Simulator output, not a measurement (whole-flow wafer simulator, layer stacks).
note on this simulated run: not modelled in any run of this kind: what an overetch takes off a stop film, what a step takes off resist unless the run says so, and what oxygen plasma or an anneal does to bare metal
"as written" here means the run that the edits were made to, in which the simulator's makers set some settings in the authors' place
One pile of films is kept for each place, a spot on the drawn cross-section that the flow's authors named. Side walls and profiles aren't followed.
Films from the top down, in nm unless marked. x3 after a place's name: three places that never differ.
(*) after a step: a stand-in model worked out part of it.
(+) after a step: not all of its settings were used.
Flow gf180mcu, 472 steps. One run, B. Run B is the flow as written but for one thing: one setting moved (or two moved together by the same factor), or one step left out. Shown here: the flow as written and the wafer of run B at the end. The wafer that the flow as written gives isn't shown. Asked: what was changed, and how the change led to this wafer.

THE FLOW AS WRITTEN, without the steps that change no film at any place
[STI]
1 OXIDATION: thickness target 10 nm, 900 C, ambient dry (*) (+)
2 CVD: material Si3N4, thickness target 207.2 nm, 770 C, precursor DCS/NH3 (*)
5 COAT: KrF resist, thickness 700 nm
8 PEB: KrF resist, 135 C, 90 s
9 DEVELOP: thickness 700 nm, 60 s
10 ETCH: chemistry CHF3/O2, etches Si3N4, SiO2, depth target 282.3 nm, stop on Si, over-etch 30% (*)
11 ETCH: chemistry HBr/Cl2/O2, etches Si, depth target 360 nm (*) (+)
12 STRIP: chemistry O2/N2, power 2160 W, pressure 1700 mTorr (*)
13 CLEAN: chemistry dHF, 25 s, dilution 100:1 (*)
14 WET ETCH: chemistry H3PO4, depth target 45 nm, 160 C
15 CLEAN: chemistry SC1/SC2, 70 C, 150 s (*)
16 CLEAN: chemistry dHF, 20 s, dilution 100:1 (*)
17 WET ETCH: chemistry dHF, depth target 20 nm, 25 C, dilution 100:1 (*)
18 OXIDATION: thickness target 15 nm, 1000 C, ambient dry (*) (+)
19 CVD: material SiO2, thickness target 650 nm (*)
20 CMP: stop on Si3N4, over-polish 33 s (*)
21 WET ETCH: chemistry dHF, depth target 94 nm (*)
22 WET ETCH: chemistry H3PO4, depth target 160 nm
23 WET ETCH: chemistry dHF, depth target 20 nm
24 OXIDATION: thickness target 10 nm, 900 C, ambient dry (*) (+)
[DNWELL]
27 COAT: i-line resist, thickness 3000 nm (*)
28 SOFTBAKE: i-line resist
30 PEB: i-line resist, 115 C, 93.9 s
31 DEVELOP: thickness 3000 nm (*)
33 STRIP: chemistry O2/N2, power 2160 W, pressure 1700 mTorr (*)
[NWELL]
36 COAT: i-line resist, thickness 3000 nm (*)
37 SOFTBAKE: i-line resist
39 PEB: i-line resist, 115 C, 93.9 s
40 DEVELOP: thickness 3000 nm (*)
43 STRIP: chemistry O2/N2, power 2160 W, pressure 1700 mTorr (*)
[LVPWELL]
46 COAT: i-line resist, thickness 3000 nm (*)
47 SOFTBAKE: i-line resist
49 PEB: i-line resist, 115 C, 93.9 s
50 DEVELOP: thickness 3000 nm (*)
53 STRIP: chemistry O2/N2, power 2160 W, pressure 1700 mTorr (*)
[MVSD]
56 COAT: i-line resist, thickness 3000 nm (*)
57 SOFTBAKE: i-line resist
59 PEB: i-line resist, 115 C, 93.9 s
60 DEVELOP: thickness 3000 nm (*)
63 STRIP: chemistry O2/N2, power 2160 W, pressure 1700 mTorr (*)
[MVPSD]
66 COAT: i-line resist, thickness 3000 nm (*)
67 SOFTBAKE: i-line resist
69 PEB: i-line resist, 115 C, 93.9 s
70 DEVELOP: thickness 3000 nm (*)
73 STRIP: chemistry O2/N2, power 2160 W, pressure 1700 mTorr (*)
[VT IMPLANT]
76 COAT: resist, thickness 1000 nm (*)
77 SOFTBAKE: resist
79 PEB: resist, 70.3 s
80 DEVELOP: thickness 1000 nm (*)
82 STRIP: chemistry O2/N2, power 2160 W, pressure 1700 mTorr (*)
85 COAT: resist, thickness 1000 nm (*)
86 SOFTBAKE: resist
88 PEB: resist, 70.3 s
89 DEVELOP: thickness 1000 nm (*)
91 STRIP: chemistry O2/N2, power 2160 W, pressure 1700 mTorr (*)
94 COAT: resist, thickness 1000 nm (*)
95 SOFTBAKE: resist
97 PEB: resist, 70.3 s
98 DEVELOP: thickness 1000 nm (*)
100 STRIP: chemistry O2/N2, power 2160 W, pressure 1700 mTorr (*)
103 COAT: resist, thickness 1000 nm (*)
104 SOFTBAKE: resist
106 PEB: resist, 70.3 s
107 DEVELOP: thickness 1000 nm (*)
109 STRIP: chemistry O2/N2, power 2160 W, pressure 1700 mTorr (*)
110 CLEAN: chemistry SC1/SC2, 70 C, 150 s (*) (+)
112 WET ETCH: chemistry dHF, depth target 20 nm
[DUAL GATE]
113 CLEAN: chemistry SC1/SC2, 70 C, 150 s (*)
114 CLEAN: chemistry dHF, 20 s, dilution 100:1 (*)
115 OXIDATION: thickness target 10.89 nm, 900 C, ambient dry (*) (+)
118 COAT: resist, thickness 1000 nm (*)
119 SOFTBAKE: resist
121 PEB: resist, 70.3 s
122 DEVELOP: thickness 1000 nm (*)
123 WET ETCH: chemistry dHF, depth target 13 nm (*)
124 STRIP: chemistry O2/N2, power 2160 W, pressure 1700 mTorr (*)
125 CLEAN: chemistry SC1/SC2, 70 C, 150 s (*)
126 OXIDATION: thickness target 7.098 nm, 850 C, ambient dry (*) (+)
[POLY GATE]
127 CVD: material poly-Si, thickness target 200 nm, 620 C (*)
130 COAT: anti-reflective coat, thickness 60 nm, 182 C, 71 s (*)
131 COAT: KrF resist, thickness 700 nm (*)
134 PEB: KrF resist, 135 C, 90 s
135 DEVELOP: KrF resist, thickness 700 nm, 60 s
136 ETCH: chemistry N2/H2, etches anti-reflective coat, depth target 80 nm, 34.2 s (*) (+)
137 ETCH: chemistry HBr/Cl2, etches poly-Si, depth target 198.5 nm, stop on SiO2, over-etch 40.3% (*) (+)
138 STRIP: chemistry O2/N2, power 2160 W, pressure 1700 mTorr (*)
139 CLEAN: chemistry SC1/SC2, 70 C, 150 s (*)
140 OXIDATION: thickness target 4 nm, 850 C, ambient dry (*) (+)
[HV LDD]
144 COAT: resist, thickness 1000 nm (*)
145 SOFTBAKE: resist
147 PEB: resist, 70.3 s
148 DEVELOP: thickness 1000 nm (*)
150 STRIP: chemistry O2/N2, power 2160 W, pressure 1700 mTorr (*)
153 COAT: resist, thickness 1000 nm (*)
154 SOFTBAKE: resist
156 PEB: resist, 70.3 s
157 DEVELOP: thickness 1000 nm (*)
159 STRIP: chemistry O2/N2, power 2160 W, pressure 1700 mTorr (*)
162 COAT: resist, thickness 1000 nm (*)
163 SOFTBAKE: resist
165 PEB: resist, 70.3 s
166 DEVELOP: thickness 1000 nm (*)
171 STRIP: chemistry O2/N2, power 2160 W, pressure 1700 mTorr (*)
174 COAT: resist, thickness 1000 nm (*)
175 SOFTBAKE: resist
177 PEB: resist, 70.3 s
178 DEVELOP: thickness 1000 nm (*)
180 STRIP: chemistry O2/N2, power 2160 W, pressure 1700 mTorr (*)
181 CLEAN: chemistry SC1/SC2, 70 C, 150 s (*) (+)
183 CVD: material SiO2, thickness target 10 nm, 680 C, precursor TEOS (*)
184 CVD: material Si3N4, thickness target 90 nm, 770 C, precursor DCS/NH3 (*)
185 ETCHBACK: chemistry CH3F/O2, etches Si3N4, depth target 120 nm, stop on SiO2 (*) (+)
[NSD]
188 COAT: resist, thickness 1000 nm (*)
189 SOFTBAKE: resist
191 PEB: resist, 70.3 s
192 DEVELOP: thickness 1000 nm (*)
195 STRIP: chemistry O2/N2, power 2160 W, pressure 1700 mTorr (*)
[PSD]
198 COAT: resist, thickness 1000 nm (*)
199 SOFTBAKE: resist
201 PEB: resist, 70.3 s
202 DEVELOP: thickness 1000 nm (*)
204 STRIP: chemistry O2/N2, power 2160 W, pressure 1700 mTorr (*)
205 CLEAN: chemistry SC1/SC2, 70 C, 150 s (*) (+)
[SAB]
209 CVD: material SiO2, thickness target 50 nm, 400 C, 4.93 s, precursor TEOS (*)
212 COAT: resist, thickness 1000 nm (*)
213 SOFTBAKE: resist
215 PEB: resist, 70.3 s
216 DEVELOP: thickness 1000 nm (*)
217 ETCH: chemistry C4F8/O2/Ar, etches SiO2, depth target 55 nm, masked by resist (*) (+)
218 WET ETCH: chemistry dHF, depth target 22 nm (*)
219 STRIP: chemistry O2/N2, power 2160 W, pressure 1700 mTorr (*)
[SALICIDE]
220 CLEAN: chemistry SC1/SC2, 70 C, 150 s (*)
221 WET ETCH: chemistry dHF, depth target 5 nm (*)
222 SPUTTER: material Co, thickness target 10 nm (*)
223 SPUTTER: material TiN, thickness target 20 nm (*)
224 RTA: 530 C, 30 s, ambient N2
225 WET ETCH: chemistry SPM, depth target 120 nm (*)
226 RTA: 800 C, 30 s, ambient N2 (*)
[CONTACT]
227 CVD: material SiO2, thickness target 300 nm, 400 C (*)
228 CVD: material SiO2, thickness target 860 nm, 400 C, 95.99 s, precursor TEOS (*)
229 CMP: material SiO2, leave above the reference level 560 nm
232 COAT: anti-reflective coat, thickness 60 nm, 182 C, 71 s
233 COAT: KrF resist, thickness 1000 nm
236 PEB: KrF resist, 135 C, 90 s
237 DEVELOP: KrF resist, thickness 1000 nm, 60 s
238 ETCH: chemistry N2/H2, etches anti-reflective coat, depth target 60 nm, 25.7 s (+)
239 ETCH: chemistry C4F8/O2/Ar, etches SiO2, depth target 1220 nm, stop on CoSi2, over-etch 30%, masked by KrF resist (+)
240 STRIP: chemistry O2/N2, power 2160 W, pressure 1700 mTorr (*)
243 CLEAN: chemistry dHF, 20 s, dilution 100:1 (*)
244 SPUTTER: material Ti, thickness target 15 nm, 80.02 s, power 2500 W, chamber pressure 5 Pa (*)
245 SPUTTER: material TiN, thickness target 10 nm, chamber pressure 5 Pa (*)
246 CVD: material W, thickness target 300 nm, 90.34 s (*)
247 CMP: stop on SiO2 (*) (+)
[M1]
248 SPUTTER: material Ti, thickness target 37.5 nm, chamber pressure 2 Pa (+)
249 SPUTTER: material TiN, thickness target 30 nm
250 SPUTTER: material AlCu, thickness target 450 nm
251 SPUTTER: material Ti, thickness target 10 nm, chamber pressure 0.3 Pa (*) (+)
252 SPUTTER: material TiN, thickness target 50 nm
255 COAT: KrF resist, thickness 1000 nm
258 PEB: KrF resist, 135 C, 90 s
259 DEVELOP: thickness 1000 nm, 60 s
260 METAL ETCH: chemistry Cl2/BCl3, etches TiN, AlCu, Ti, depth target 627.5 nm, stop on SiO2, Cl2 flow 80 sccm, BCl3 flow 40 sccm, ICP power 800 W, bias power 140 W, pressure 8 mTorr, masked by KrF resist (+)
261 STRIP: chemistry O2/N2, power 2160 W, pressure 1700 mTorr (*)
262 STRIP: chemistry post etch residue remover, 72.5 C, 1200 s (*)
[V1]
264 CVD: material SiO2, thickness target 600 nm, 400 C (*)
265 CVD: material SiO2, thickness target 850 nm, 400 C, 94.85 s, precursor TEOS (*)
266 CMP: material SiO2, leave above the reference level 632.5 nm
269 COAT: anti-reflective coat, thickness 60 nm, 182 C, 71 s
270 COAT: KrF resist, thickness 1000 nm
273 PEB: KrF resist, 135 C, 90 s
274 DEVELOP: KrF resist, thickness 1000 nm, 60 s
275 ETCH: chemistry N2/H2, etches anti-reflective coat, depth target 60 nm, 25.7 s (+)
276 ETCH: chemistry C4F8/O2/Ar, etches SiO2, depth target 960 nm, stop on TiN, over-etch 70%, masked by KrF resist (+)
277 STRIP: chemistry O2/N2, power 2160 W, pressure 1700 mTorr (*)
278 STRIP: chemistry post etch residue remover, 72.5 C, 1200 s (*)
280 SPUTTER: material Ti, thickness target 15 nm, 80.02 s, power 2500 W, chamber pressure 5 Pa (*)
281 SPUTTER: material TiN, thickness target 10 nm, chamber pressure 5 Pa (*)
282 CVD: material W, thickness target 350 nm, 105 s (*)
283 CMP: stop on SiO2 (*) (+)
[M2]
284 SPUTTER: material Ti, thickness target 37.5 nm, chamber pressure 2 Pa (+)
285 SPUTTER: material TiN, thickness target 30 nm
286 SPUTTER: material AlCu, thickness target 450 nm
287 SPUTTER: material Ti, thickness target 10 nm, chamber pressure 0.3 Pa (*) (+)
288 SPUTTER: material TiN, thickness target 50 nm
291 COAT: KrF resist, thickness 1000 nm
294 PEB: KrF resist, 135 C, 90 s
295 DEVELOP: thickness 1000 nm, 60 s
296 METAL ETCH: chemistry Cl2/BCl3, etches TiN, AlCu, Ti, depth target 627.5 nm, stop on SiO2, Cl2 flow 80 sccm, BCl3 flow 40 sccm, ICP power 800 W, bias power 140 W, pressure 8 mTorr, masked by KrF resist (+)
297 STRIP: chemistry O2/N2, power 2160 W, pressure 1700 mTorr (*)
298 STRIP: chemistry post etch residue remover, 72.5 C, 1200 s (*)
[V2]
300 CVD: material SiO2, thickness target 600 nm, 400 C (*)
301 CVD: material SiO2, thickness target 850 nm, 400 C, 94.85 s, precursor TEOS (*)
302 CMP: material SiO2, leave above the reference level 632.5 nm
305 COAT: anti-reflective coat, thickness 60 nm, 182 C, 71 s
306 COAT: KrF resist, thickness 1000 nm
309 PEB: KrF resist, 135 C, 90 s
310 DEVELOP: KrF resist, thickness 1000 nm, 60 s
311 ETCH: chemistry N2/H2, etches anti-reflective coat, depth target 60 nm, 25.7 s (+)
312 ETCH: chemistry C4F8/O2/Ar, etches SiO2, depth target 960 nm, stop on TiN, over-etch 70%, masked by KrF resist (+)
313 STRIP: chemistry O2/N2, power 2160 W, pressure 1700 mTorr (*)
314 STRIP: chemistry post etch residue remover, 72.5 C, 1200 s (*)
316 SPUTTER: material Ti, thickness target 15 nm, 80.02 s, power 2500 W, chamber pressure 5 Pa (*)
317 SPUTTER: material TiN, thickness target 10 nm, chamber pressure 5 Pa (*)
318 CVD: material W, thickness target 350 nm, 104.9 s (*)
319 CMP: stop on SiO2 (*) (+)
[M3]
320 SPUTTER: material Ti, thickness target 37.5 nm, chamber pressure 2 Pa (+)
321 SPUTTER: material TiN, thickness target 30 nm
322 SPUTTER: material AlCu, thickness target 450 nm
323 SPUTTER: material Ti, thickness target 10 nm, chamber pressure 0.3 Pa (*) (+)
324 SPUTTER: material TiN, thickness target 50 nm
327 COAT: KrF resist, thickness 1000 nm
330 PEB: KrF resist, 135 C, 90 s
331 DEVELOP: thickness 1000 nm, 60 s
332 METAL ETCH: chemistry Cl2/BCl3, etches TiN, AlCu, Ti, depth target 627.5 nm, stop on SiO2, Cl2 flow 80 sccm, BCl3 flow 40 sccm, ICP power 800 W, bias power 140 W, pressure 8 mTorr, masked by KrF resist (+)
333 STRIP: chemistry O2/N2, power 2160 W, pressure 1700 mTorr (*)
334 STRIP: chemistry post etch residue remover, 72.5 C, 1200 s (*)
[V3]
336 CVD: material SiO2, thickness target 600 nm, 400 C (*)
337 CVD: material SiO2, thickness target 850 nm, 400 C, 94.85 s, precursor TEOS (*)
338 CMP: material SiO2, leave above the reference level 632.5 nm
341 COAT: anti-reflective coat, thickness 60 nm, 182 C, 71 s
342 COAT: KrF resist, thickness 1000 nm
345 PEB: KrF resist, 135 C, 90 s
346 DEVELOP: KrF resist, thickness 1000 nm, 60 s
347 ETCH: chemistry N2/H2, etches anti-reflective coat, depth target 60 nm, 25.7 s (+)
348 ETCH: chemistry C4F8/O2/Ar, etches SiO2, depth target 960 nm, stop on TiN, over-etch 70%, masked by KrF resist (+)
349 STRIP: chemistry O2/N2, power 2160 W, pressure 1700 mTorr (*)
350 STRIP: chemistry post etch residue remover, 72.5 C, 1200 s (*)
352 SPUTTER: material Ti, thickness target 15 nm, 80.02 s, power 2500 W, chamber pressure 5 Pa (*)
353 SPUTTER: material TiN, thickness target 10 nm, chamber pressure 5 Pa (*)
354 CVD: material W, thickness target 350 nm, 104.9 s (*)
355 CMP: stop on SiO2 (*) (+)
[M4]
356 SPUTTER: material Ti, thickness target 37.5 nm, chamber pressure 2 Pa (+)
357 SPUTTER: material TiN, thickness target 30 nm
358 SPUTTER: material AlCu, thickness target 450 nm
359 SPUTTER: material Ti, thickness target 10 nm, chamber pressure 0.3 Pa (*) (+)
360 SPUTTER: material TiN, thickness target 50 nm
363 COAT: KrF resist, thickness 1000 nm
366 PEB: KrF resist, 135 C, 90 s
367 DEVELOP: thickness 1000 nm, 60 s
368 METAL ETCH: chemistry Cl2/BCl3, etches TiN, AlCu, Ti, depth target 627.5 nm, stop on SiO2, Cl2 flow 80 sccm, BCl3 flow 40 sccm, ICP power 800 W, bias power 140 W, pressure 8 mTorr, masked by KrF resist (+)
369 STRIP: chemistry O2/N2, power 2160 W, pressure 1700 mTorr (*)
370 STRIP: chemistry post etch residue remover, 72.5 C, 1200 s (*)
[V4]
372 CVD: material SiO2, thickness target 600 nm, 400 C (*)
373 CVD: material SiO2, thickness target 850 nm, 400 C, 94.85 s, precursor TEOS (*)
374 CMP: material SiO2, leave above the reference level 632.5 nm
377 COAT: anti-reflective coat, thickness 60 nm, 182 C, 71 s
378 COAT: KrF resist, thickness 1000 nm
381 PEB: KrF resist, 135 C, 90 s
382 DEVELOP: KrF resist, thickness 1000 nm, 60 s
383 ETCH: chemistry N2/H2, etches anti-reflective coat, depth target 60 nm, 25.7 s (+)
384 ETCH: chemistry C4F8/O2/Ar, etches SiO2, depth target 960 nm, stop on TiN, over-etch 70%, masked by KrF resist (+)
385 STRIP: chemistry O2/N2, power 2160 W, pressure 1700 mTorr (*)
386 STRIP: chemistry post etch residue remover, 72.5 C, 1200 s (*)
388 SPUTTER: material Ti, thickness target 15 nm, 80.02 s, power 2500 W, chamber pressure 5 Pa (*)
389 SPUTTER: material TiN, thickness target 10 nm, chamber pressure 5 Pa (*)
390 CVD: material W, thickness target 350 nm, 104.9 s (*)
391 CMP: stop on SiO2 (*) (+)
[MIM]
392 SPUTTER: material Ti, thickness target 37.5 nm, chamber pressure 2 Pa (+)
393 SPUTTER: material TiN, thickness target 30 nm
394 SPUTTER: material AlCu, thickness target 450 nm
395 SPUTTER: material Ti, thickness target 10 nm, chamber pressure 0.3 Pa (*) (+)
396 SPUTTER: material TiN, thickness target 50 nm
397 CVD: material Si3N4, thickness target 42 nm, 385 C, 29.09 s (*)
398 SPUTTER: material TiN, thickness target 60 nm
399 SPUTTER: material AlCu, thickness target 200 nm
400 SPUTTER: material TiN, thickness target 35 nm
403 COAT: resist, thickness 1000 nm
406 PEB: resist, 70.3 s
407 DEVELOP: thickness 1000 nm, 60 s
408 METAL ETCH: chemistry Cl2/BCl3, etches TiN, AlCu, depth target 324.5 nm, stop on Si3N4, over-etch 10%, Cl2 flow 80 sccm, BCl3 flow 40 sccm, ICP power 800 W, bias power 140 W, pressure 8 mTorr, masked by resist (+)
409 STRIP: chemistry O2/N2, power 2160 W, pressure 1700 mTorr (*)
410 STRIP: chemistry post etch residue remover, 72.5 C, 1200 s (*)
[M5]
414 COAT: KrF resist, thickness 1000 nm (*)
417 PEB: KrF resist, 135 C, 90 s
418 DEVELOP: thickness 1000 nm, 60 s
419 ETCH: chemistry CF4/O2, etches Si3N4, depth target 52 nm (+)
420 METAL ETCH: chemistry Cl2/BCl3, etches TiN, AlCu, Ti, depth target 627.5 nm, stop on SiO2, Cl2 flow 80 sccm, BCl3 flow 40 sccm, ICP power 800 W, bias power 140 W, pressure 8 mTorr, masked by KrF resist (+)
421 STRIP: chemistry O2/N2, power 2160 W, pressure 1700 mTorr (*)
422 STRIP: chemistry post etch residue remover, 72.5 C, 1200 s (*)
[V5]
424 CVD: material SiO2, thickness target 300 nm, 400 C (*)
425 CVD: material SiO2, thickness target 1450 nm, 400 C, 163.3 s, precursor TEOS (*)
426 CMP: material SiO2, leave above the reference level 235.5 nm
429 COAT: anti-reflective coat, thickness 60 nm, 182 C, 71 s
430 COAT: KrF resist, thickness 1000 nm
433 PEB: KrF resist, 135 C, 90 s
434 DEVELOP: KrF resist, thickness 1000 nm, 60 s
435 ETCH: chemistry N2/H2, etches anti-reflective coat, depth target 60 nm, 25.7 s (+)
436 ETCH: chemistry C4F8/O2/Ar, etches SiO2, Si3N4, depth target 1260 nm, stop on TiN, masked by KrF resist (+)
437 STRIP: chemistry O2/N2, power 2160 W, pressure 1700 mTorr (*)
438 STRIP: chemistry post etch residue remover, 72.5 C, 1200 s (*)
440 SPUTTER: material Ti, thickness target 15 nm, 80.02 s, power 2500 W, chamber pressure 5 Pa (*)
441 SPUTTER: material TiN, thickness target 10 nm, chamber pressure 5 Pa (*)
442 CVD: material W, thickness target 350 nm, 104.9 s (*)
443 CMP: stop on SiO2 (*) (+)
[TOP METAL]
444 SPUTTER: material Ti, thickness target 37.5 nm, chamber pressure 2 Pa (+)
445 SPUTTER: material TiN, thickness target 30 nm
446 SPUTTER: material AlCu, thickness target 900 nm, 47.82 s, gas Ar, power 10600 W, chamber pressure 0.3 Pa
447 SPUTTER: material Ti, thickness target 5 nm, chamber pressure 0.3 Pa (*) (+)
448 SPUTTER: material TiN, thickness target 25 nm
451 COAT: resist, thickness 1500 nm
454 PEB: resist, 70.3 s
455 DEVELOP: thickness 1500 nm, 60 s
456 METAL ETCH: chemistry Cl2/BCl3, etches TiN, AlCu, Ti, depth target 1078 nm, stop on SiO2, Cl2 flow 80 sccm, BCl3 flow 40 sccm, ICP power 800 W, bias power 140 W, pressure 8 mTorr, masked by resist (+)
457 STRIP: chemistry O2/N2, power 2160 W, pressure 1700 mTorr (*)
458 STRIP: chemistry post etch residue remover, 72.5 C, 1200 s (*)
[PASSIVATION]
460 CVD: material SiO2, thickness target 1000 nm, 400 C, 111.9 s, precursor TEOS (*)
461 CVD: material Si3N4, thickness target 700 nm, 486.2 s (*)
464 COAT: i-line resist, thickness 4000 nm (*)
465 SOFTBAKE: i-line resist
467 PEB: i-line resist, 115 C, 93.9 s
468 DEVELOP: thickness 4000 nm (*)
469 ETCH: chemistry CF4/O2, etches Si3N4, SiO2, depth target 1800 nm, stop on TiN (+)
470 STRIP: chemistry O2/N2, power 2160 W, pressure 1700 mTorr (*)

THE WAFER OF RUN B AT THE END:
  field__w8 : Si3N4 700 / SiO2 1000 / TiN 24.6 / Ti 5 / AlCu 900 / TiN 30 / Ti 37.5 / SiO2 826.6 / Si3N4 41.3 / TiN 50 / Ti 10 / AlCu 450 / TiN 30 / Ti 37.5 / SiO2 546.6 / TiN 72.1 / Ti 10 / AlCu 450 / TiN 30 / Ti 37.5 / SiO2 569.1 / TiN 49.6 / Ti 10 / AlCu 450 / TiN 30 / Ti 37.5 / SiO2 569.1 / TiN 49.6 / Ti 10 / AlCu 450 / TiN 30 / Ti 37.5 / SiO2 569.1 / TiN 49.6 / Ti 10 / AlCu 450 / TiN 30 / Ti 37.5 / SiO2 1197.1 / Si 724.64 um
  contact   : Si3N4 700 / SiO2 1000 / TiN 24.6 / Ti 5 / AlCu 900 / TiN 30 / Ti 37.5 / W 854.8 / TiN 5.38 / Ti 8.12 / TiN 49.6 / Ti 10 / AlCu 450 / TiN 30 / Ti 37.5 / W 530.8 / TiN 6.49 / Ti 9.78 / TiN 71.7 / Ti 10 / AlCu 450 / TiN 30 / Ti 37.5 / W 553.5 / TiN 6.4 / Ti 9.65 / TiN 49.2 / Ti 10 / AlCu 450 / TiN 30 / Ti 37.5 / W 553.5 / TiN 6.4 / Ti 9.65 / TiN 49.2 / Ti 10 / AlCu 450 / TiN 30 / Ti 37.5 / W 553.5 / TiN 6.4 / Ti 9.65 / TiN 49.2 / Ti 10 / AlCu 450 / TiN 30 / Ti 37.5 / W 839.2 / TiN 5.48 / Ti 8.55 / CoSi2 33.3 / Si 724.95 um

The cause: step 360, SPUTTER: thickness target 72.5 nm was run, where the flow has thickness target 50 nm.

How the change led to this, step by step:
  360 SPUTTER: material TiN, thickness target 50 nm
      field, field__w1, field__w2 and 108 more: TiN +72.5 (new film) (as written it would be: TiN +50 (new film))
  368 METAL ETCH: chemistry Cl2/BCl3, etches TiN, AlCu, Ti, depth target 627.5 nm, stop on SiO2, Cl2 flow 80 sccm, BCl3 flow 40 sccm, ICP power 800 W, bias power 140 W, pressure 8 mTorr, masked by KrF resist (+)
      field, field__w1, field__w2 and 103 more: TiN -72.5 (all of it), Ti -10 (all of it), AlCu -450 (all of it), TiN -30 (all of it), Ti -37.5 (all of it) (as written it would be: TiN -50 (all of it), Ti -10 (all of it), AlCu -450 (all of it), TiN -30 (all of it), Ti -37.5 (all of it))
  374 CMP: material SiO2, leave above the reference level 632.5 nm
      field__w8, contact, m1, m1__w1, m1_nw: SiO2 -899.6 (as written it would be: SiO2 -877.1)
  384 ETCH: chemistry C4F8/O2/Ar, etches SiO2, depth target 960 nm, stop on TiN, over-etch 70%, masked by KrF resist (+)
      field, field__w1, field__w2 and 107 more: KrF resist -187 (as written it would be: KrF resist -192)
      contact: SiO2 -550 (all of it) (as written it would be: SiO2 -572.5 (all of it))
  390 CVD: material W, thickness target 350 nm, 104.9 s (*)
      contact: W +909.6 (new film) (as written it would be: W +932.3 (new film))
